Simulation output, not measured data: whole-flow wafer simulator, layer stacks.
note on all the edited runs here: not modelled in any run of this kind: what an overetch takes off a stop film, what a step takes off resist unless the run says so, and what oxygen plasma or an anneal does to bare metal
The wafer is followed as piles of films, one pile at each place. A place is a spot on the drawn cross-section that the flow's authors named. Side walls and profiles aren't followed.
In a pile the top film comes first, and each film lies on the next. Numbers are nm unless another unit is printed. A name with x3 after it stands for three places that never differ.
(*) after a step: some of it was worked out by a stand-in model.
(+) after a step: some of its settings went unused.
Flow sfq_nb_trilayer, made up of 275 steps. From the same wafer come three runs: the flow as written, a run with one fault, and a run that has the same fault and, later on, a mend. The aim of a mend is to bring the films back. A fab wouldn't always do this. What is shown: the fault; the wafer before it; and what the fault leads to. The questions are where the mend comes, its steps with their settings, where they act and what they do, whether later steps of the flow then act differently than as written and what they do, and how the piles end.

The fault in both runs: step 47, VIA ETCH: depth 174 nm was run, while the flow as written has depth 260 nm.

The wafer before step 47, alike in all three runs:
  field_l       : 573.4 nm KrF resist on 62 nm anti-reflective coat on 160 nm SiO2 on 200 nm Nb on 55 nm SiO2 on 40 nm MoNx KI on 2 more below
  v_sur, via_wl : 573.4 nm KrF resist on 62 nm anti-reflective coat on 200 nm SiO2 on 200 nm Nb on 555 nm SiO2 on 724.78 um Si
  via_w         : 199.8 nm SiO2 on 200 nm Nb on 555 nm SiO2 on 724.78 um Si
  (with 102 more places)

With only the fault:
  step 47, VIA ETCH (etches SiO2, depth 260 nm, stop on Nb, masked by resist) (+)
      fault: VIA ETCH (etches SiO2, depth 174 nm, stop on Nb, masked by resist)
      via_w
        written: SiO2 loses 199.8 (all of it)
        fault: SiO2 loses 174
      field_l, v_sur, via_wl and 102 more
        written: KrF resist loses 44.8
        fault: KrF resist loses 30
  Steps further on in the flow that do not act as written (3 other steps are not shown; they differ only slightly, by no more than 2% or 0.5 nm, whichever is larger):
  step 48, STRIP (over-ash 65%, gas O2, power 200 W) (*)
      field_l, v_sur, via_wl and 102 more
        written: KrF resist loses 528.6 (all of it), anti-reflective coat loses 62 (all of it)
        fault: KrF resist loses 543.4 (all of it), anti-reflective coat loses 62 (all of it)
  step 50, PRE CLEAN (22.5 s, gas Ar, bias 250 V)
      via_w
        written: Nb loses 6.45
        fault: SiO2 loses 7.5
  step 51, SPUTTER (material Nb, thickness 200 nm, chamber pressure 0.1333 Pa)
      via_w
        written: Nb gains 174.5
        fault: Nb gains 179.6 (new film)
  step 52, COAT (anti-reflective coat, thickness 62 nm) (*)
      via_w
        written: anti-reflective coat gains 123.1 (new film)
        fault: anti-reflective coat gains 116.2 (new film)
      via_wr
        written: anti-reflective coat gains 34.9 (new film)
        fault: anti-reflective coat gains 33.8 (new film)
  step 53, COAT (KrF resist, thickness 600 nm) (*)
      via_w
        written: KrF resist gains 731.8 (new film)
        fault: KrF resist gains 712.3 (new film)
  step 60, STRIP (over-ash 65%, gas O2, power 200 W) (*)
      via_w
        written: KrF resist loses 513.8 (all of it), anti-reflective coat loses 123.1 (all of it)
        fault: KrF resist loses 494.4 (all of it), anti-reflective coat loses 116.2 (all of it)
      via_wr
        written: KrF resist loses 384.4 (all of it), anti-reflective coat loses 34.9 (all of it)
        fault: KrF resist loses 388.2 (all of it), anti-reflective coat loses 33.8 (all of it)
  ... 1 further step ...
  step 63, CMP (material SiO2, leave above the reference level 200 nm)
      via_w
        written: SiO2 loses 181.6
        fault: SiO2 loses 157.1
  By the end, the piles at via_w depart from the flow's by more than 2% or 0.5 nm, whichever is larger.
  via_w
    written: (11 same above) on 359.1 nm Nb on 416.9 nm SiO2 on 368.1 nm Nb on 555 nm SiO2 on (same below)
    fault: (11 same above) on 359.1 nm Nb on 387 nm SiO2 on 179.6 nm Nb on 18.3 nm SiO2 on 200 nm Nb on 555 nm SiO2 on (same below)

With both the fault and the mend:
  The mend follows step 47.
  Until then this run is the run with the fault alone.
  step 47a, VIA ETCH (etches SiO2, depth 86 nm, stop on Nb, masked by resist) (+) (a further turn of the flow's step 47, with different settings)
      field_l, v_sur, via_wl and 102 more
        KrF resist loses 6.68
      via_w
        SiO2 loses 25.8 (all of it)
  Every later step of the flow that is run acts as written, at every place that is followed, to within 2% or 0.5 nm, whichever is larger.
  By the end, the piles equal the flow's at every place that both follow.
